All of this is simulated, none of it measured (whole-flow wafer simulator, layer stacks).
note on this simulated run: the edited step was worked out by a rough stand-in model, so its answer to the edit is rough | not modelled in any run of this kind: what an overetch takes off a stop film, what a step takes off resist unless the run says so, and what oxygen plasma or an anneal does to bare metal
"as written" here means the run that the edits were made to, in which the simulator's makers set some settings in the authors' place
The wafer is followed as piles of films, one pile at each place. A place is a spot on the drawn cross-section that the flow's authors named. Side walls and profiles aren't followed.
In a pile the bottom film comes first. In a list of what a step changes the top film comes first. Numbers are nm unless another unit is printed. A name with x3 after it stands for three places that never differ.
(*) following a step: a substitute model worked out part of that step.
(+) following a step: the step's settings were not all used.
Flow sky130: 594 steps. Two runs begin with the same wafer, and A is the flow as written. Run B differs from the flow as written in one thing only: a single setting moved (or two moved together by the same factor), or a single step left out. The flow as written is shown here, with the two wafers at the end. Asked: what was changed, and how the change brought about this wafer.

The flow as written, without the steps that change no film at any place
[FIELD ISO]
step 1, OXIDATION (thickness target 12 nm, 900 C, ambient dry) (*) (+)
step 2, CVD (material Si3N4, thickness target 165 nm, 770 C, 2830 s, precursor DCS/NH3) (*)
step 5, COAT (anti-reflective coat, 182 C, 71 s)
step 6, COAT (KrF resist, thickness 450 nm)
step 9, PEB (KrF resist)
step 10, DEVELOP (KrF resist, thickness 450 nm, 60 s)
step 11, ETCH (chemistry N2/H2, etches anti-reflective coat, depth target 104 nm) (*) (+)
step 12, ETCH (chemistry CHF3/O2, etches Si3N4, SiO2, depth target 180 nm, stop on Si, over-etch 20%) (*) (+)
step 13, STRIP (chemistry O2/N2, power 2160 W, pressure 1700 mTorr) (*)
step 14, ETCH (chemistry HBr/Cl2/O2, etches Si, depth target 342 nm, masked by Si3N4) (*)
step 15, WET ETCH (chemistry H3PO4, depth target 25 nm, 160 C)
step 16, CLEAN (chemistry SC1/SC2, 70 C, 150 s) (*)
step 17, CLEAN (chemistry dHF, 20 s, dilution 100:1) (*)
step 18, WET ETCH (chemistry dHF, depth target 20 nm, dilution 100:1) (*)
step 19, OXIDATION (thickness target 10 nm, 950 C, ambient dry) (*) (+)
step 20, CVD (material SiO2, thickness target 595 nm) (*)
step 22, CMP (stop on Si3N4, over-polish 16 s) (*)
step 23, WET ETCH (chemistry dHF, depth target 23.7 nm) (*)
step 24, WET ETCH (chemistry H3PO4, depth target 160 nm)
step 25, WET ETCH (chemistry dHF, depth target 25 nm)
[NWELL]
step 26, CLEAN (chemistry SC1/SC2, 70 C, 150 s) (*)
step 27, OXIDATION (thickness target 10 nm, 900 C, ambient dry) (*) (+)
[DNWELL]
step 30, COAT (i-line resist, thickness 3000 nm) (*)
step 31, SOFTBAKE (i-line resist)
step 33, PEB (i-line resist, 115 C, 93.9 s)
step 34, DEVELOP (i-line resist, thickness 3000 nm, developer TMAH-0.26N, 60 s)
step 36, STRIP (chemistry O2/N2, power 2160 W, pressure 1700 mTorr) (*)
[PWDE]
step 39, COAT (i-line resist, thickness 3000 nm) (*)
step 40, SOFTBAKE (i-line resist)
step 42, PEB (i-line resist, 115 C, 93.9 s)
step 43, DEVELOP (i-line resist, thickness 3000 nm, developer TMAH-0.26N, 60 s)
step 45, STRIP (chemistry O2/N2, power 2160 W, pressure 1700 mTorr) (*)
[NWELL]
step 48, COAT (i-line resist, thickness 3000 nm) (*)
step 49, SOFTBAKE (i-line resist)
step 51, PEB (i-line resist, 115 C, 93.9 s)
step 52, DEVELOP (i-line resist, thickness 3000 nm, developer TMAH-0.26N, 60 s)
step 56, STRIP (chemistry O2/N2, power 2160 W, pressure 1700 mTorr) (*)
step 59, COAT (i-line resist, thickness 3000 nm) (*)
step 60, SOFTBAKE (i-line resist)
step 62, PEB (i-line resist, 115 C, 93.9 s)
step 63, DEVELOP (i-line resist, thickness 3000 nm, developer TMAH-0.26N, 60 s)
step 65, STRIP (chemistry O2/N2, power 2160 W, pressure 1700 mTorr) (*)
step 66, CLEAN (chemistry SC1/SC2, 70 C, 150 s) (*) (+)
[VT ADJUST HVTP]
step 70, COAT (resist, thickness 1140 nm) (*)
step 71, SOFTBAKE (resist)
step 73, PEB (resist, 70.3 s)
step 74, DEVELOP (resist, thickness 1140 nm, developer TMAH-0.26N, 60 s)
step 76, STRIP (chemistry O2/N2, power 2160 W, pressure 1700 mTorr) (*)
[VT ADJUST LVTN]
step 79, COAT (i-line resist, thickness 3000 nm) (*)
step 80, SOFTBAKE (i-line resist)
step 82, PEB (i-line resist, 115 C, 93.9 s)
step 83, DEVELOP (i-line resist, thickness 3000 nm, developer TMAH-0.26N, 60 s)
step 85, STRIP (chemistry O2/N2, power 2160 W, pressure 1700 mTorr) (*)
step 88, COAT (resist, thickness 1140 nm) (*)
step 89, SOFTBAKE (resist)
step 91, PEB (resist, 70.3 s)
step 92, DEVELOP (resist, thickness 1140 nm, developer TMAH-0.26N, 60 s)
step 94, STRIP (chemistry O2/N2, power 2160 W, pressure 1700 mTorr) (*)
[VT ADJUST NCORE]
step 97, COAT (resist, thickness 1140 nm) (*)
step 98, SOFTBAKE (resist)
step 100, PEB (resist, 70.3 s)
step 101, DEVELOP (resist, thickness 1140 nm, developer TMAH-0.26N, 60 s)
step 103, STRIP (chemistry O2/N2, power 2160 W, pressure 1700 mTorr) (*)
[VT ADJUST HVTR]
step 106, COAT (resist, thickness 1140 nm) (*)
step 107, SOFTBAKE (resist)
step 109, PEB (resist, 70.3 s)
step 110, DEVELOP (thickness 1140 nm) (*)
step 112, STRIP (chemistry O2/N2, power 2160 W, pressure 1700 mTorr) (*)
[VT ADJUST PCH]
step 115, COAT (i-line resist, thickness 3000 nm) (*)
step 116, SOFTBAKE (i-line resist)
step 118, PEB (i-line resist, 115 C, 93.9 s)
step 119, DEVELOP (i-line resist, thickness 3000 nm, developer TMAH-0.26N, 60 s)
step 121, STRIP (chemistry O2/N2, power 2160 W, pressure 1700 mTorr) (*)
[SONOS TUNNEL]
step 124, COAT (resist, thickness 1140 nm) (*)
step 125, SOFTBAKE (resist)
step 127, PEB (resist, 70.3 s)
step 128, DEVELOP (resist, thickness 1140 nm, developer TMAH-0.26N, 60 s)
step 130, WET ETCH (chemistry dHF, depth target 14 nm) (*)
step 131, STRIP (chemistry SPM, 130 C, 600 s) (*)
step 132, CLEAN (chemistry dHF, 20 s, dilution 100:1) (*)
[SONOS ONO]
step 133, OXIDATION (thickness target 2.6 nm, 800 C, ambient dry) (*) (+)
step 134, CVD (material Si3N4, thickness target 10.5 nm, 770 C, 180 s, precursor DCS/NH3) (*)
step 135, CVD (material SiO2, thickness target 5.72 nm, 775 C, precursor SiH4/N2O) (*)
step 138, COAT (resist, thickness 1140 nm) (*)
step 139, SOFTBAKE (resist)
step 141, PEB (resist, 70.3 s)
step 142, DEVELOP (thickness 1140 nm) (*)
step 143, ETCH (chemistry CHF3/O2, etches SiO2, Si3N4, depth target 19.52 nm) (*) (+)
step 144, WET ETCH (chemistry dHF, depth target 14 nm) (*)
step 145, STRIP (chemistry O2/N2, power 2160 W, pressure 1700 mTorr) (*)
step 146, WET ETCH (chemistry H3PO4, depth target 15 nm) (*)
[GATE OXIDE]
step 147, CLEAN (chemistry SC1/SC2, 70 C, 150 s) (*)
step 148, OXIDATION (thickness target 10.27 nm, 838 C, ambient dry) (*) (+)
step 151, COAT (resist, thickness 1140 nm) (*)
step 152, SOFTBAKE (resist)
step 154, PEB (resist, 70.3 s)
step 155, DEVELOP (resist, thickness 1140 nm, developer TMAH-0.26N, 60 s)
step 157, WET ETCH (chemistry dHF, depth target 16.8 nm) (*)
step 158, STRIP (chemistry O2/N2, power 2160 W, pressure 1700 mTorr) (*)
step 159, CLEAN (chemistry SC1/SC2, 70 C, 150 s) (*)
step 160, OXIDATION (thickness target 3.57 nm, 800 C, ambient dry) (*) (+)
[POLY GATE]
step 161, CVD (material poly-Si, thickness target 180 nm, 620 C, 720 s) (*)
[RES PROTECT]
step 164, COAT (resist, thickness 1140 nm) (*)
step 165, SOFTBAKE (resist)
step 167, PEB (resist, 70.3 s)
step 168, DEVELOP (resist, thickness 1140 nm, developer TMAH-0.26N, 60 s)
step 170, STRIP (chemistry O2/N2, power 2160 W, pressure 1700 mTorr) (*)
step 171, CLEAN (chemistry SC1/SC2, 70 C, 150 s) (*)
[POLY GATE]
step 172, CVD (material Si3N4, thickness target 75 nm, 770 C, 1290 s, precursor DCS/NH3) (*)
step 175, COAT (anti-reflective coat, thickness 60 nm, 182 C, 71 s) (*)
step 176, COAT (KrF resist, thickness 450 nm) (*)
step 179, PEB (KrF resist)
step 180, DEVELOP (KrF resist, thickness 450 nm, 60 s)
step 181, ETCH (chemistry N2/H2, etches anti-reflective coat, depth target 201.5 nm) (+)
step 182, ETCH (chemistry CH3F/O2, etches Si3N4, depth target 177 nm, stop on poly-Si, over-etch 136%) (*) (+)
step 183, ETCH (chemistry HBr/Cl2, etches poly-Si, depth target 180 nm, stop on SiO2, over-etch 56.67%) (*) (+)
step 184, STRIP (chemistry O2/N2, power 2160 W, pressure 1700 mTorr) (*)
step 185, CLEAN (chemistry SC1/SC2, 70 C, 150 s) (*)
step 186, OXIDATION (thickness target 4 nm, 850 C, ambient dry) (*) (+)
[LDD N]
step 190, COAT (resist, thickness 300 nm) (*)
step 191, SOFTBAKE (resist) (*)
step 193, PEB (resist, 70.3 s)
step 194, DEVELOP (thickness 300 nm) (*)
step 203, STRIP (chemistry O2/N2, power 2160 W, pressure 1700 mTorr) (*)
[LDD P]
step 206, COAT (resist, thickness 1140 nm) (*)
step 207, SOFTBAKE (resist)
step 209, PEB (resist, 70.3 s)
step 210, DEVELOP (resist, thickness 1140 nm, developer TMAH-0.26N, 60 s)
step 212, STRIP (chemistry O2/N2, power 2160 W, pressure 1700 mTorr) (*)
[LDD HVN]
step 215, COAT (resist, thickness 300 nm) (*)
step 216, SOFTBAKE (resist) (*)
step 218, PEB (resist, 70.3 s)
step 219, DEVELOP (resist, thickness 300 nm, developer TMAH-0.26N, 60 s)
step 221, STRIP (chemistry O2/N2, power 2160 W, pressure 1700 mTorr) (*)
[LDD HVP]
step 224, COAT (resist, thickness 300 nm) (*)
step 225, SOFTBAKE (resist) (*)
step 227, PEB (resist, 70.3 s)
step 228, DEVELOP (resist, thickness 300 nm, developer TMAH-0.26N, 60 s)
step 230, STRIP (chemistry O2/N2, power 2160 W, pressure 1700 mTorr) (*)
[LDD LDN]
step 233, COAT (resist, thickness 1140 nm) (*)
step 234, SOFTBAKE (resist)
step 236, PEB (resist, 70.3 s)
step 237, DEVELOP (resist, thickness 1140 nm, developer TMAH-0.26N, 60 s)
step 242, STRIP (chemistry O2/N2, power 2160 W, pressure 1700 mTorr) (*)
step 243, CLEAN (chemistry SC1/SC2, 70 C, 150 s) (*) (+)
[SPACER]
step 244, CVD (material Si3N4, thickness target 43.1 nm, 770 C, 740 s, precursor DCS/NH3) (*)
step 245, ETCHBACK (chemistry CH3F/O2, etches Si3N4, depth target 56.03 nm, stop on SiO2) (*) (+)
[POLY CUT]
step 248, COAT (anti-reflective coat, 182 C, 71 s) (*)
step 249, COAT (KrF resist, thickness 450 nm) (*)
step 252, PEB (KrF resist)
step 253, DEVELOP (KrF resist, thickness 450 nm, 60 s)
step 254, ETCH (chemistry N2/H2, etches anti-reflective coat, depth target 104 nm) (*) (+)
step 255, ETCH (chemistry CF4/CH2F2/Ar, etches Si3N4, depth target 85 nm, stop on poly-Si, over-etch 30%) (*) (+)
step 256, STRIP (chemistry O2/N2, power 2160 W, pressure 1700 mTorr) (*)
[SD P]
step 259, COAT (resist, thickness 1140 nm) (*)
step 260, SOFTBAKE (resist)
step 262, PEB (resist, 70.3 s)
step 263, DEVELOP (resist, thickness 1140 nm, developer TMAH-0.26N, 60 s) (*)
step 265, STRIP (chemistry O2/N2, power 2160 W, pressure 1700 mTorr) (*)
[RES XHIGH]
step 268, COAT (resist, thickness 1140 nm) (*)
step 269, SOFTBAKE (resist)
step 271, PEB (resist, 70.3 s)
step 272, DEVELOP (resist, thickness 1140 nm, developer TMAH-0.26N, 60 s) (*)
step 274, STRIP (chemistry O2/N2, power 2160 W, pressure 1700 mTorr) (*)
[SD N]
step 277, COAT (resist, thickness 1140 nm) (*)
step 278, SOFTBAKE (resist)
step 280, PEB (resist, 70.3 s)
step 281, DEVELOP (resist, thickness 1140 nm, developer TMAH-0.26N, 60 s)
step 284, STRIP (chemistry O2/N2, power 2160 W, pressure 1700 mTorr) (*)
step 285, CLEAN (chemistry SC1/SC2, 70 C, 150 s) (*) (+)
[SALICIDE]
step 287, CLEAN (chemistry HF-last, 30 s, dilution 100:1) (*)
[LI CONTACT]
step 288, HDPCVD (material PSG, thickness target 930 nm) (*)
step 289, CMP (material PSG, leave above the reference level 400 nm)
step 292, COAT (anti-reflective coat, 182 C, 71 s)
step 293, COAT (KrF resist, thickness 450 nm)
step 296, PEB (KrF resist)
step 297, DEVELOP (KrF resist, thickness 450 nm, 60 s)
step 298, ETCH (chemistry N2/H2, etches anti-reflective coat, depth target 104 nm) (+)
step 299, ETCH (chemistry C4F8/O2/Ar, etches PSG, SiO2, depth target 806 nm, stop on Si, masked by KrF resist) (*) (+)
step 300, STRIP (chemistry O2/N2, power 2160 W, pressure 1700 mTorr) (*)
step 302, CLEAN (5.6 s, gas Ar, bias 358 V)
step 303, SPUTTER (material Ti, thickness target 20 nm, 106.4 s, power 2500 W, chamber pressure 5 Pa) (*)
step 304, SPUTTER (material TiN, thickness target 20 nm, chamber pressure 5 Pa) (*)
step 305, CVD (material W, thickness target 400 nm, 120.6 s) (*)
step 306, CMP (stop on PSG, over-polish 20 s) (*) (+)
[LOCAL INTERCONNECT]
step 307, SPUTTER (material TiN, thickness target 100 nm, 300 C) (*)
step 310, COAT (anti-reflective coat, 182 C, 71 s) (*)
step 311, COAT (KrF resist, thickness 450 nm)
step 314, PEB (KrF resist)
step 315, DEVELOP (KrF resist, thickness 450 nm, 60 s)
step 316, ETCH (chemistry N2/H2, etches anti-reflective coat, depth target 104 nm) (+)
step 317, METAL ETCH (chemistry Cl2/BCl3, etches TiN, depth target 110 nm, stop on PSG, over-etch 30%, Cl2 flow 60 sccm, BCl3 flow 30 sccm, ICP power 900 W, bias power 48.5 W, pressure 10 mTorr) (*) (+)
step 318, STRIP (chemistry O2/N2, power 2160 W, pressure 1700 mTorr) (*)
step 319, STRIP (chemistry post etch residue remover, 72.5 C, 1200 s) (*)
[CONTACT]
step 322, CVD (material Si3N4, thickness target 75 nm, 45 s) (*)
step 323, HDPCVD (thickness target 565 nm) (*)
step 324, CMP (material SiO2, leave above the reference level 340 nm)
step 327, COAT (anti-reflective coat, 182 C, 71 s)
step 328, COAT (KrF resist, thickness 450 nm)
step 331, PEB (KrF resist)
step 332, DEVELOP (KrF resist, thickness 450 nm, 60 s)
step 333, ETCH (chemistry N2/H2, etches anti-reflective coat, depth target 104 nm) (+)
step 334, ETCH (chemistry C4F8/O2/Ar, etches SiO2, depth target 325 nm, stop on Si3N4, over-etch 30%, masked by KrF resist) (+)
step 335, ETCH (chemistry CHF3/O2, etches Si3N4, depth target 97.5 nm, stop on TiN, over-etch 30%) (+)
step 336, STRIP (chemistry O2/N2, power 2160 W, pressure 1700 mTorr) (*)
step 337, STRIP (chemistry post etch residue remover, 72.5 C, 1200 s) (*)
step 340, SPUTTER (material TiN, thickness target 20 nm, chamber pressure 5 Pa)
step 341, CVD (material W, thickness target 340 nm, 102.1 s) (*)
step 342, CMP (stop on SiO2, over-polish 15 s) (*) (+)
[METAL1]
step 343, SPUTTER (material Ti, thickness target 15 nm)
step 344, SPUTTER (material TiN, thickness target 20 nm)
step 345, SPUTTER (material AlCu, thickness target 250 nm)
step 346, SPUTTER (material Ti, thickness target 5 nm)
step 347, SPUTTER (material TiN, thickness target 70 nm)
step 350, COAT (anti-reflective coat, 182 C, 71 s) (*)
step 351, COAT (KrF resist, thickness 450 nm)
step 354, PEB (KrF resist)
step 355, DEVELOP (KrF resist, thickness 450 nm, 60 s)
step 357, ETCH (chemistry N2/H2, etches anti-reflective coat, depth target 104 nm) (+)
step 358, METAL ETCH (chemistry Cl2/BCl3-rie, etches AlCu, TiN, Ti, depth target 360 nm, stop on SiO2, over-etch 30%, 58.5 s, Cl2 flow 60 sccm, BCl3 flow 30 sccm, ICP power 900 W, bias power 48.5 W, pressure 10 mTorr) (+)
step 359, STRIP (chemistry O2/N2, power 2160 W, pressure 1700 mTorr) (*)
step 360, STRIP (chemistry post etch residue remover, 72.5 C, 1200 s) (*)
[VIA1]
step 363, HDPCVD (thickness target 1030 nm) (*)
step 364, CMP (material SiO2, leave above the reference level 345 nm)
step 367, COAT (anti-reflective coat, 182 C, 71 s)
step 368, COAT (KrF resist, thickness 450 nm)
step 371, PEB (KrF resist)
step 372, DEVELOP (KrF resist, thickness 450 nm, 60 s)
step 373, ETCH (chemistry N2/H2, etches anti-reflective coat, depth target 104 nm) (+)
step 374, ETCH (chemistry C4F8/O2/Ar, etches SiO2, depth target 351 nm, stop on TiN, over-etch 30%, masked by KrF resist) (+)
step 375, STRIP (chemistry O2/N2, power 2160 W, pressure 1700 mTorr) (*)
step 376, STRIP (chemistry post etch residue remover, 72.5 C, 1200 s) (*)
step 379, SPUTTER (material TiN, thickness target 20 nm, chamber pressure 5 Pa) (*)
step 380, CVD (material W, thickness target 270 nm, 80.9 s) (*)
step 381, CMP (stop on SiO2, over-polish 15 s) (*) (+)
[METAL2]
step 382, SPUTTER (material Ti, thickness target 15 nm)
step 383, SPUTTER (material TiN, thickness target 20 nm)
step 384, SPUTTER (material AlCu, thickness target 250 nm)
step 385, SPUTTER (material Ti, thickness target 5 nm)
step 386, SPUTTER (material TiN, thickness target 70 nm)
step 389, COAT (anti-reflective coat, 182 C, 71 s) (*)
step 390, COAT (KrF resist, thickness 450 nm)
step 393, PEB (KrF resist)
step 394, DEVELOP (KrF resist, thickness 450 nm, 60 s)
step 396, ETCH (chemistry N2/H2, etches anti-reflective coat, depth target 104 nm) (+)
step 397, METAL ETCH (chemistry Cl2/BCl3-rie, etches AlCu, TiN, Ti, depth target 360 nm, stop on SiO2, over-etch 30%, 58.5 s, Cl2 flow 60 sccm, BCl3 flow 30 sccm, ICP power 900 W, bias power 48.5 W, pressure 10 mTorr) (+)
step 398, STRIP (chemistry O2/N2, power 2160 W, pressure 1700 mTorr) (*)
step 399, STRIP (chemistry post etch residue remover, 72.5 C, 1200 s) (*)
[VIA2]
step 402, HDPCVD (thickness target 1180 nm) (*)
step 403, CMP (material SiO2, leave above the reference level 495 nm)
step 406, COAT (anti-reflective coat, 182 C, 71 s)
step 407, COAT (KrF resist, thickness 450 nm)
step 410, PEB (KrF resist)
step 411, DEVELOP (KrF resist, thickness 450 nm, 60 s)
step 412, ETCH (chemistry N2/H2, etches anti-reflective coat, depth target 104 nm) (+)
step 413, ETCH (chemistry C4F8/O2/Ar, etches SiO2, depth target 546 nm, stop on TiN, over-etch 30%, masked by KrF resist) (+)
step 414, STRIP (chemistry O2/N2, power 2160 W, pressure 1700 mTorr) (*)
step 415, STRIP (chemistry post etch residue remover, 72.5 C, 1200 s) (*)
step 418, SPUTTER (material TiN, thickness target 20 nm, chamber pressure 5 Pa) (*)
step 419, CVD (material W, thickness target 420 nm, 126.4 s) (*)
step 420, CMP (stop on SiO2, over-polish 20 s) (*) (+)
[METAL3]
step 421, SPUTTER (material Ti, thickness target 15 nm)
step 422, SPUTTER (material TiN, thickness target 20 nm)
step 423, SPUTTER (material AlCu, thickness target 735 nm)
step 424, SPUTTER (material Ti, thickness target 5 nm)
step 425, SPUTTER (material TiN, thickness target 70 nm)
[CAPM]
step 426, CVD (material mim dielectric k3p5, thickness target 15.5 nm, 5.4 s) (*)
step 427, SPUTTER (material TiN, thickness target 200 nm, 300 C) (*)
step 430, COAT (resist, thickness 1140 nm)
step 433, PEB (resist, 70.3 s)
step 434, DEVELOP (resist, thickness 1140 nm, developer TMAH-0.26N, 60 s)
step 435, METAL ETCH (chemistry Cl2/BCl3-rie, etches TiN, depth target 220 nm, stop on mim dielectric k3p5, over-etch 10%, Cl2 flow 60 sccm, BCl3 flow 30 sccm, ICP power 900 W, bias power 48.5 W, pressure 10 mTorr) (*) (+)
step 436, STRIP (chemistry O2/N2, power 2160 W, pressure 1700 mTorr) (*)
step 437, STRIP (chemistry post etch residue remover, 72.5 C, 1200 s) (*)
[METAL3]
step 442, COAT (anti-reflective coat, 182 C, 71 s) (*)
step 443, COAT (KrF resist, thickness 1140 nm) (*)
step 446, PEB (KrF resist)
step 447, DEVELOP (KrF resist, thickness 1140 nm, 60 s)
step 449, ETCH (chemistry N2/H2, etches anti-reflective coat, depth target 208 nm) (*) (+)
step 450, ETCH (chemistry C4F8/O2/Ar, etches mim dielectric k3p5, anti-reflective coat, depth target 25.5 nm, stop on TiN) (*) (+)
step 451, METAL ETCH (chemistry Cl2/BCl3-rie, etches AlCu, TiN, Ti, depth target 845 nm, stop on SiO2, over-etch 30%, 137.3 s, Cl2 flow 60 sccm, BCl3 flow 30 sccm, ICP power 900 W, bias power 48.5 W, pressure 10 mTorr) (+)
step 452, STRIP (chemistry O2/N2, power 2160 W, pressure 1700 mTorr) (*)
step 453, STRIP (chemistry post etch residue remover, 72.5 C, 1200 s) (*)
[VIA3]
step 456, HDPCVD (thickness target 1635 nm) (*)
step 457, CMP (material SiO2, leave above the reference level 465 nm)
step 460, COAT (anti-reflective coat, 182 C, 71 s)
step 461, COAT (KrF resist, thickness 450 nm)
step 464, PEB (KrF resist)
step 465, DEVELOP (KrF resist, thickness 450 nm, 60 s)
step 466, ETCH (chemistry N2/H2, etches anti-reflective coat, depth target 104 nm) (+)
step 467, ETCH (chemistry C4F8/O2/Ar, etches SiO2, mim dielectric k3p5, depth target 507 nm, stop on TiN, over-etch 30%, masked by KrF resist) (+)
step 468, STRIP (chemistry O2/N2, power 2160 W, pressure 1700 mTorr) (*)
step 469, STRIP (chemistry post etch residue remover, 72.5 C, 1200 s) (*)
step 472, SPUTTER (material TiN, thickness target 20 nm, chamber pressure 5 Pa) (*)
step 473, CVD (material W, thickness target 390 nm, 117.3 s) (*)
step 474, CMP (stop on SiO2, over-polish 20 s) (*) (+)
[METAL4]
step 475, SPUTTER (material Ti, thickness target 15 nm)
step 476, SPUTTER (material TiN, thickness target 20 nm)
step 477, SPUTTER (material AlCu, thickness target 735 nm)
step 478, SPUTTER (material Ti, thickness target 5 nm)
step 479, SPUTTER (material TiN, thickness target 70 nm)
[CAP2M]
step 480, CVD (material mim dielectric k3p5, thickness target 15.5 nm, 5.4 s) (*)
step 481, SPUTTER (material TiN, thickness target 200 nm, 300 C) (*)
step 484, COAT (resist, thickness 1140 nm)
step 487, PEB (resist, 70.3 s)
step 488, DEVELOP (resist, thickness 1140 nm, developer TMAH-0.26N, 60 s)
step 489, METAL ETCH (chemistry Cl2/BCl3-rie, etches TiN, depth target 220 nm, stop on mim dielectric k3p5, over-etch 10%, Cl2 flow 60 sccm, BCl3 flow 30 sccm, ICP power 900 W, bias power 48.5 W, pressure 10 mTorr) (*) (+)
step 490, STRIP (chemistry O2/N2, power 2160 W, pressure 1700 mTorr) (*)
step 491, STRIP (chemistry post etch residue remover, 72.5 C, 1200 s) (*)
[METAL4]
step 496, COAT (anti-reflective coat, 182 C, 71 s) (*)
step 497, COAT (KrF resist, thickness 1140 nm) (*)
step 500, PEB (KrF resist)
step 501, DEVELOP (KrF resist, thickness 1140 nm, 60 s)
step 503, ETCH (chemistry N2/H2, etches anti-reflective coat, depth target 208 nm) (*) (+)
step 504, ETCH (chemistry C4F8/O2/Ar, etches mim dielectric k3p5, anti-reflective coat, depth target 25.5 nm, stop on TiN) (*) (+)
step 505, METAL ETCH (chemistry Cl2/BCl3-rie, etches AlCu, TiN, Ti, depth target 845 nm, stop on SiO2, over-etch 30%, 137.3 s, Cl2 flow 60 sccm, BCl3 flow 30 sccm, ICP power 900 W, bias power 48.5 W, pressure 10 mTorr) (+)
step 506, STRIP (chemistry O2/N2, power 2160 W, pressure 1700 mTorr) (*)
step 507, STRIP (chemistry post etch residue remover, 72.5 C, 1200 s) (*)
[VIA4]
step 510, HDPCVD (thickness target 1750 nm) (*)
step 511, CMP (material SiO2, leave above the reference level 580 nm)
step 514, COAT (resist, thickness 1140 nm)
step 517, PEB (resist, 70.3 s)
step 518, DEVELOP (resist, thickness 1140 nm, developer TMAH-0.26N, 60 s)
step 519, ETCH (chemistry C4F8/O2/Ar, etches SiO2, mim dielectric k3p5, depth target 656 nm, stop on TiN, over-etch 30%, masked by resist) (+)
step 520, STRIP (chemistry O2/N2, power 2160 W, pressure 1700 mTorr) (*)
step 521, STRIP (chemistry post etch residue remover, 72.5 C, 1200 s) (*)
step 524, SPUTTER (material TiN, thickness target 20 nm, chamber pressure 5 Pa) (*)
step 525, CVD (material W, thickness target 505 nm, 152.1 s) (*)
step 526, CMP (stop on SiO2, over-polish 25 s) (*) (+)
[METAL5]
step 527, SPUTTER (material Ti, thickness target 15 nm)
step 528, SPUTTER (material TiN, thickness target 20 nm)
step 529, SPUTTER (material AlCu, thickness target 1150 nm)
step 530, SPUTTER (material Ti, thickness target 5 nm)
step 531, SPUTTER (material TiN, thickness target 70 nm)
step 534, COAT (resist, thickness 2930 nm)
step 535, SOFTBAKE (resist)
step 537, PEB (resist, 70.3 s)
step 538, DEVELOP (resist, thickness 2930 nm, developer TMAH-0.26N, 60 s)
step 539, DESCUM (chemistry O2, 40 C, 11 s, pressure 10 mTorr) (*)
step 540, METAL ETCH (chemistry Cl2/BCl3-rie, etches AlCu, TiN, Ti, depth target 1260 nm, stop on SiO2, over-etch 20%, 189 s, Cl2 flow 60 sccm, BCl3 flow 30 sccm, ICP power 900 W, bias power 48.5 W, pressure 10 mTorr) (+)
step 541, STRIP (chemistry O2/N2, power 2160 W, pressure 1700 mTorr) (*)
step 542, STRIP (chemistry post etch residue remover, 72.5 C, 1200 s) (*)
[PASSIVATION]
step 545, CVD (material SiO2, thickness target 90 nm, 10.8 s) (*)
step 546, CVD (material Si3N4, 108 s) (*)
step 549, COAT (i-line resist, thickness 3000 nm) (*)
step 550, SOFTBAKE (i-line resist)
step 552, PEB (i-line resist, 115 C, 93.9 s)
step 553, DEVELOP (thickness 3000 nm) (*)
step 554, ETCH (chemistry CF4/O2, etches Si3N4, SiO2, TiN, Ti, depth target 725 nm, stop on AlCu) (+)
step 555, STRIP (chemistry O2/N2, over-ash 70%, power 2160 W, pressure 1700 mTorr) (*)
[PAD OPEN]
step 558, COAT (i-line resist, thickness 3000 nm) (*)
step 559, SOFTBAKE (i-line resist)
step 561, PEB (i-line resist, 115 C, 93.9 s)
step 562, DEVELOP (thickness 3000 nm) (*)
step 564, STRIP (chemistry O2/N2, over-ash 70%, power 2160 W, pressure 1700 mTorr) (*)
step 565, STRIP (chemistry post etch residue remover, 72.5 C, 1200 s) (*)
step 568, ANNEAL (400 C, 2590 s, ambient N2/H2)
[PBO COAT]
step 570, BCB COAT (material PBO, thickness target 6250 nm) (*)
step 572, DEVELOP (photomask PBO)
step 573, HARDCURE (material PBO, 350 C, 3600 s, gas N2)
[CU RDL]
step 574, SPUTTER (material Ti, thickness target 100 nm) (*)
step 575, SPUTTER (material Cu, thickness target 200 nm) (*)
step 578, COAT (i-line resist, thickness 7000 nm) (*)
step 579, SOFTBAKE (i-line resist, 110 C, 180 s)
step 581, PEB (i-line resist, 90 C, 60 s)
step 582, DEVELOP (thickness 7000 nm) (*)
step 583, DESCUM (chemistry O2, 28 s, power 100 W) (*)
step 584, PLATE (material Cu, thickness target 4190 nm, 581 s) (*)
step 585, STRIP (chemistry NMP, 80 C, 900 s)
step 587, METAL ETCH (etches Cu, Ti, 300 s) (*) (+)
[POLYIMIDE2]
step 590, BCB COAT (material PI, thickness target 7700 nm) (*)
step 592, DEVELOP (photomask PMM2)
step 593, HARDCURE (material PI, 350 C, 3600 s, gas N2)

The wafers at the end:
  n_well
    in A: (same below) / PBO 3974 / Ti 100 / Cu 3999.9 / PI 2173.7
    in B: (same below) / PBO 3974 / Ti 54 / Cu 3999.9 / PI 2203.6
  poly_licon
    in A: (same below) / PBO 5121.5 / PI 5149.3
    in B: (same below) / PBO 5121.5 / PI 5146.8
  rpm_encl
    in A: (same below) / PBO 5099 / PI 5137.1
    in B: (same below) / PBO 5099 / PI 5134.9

The reason: step 574, SPUTTER: thickness target 54 nm was run, though the flow has thickness target 100 nm.
One can read it off the wafer: n_well has Ti 54, and step 574 as written asks for 100 nm.

How this came from the change, step by step:
  step 574, SPUTTER (material Ti, thickness target 100 nm) (*)
      field, active, n_well and 190 more: A +100 Ti (new film) | B +54 Ti (new film)
  step 587, METAL ETCH (etches Cu, Ti, 300 s) (*) (+)
      field, active, gate and 167 more: A -200 Cu (all of it), -100 Ti (all of it) | B -200 Cu (all of it), -54 Ti (all of it)
  step 590, BCB COAT (material PI, thickness target 7700 nm) (*)
      de16_gate_nw: A +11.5 um PI (new film) | B +11.46 um PI (new film)
